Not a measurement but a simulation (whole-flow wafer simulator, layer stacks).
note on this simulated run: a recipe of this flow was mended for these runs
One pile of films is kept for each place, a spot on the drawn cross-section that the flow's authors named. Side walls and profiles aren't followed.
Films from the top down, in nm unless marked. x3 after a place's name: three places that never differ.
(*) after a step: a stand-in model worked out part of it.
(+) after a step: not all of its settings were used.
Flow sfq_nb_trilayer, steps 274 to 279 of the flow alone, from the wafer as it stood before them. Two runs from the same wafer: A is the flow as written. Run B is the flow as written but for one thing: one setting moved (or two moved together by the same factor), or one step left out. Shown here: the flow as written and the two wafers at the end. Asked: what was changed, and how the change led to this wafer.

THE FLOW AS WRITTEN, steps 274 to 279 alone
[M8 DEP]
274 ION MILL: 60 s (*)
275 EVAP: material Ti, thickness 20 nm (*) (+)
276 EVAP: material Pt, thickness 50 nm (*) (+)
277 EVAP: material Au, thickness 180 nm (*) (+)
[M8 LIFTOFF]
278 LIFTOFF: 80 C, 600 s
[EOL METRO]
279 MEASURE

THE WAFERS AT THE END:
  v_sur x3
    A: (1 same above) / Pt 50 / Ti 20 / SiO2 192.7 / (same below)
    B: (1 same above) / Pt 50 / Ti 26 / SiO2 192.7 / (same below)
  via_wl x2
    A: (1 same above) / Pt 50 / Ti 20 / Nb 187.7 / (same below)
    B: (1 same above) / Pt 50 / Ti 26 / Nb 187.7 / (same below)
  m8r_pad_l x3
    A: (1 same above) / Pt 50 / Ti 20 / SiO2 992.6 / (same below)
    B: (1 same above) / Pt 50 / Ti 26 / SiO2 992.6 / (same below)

The cause: step 275, EVAP: thickness 26 nm was run, where the flow has thickness 20 nm.
It can be read off the wafer: v_sur x3 has Ti 26, and step 275 as written asks for 20 nm.

How the change led to this, step by step:
  275 EVAP: material Ti, thickness 20 nm (*) (+)
      field_l, v_sur x3, via_wl x2 and 100 more: A Ti +20 (new film) | B Ti +26 (new film)
  278 LIFTOFF: 80 C, 600 s
      p4_fl x5, p4_w1 x9, p3_s0 x11 and 49 more: A Au -180 (all of it), Pt -50 (all of it), Ti -20 (all of it), KrF-resist-other-grade -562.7 (all of it), lift-off-underlayer -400 (all of it) | B Au -180 (all of it), Pt -50 (all of it), Ti -26 (all of it), KrF-resist-other-grade -562.7 (all of it), lift-off-underlayer -400 (all of it)
      r_sur, res, r_end: A Au -180 (all of it), Pt -50 (all of it), Ti -20 (all of it), KrF-resist-other-grade -559.9 (all of it), lift-off-underlayer -399.5 (all of it) | B Au -180 (all of it), Pt -50 (all of it), Ti -26 (all of it), KrF-resist-other-grade -559.9 (all of it), lift-off-underlayer -399.5 (all of it)
      (and at 18 more places)
